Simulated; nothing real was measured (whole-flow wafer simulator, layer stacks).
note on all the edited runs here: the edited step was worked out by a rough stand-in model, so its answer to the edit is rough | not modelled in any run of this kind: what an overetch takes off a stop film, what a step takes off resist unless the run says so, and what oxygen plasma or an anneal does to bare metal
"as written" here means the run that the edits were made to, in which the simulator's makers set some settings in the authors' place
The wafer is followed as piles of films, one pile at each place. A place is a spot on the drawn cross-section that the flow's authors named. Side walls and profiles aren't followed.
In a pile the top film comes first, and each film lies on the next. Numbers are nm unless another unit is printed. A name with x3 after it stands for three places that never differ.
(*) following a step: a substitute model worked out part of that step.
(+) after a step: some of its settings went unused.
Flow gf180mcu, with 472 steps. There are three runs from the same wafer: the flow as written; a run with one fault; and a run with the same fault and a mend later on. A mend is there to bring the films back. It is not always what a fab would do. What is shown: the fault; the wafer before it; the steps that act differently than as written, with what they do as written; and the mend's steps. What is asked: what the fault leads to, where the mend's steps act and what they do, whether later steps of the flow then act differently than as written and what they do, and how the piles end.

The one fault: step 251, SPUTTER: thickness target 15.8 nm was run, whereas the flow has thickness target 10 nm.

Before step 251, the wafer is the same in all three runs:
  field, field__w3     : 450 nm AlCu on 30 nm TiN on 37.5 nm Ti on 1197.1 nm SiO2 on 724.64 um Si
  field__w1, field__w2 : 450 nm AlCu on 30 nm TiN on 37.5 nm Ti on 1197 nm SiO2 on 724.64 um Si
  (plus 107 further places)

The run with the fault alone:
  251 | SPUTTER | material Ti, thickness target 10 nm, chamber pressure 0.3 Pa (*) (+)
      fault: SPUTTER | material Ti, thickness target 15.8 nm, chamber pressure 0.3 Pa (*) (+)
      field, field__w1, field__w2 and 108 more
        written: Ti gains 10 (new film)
        fault: Ti gains 15.8 (new film)
  Steps further on in the flow that do not act as written (5 other steps are not shown; they differ only slightly, by no more than 2% or 0.5 nm, whichever is larger):
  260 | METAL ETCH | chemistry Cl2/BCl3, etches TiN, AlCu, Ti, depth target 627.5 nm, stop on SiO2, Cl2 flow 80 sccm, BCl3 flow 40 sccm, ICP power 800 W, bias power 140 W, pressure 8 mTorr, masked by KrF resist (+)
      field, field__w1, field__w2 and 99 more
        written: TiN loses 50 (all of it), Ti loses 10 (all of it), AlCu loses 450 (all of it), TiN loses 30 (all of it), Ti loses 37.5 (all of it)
        fault: TiN loses 50 (all of it), Ti loses 15.8 (all of it), AlCu loses 450 (all of it), TiN loses 30 (all of it), Ti loses 37.5 (all of it)
  The piles end different from the flow's at field__w8, contact, m1 and 6 more by more than 2% or 0.5 nm, whichever is larger.
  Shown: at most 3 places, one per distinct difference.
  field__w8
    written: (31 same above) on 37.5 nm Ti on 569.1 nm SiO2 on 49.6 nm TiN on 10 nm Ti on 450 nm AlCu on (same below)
    fault: (31 same above) on 37.5 nm Ti on 563.3 nm SiO2 on 49.6 nm TiN on 15.8 nm Ti on 450 nm AlCu on (same below)
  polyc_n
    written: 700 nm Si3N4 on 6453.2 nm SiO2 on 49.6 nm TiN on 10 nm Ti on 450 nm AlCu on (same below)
    fault: 700 nm Si3N4 on 6447.4 nm SiO2 on 49.6 nm TiN on 15.8 nm Ti on 450 nm AlCu on (same below)
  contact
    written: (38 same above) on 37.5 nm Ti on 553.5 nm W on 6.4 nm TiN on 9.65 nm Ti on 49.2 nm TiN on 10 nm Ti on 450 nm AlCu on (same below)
    fault: (38 same above) on 37.5 nm Ti on 547.6 nm W on 6.43 nm TiN on 9.69 nm Ti on 49.2 nm TiN on 15.8 nm Ti on 450 nm AlCu on (same below)

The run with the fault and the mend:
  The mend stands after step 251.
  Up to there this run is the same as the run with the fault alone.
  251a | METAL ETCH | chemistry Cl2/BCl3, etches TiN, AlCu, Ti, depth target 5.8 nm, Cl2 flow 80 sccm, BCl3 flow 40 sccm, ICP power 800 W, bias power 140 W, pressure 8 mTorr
      field, field__w1, field__w2 and 108 more
        Ti loses 5.8
  Every later step of the flow that is run acts as written at every place that is followed.
  The piles end the same as the flow's at every place that both follow.
